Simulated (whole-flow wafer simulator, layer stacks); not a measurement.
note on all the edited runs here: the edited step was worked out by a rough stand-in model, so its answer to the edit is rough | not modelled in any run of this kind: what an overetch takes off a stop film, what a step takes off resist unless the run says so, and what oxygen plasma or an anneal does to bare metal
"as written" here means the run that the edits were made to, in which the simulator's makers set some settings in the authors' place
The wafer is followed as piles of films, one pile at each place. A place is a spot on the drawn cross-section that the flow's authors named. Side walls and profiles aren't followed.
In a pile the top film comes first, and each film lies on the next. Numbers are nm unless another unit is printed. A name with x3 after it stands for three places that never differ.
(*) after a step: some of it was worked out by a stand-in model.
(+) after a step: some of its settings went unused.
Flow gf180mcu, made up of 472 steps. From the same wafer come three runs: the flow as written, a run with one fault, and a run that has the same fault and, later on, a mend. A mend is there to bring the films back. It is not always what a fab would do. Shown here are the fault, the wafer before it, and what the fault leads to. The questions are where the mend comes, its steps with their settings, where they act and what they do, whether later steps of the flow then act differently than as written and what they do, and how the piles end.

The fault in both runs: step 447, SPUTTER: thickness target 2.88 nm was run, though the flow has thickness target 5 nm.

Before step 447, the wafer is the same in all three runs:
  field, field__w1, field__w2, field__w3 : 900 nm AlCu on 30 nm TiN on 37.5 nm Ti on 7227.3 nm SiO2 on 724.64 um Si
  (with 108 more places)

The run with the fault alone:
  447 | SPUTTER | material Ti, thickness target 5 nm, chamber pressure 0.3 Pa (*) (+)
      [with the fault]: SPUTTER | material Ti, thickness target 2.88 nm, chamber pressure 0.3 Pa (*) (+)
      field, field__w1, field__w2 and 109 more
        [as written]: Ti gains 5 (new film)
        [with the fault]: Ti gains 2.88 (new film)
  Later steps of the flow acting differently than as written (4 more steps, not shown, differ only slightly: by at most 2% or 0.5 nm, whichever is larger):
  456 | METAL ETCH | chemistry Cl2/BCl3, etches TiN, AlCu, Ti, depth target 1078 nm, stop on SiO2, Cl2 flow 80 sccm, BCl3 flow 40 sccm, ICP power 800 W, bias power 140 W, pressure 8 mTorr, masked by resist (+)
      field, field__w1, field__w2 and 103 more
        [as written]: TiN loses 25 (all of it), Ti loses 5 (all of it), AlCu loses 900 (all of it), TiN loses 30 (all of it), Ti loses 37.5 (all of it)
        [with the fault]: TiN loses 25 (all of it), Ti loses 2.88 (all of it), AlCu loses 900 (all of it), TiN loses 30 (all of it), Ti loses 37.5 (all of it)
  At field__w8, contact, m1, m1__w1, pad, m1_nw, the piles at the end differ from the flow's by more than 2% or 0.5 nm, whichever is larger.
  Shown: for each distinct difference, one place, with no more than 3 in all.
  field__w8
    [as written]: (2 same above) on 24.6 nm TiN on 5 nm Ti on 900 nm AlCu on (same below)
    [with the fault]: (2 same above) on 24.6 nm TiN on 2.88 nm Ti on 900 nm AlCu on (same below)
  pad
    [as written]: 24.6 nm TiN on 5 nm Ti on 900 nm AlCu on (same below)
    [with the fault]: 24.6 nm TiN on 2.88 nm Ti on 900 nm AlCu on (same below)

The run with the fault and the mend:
  The mend follows step 447.
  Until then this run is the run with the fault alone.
  447a | SPUTTER | material Ti, thickness target 2.12 nm, chamber pressure 0.3 Pa (*) (+) (the flow's step 447, run once more with other settings)
      field, field__w1, field__w2 and 109 more
        Ti gains 2.12
  Later steps of the flow that are run all act as written at every place that is followed.
  The piles end the same as the flow's at every place that both follow.
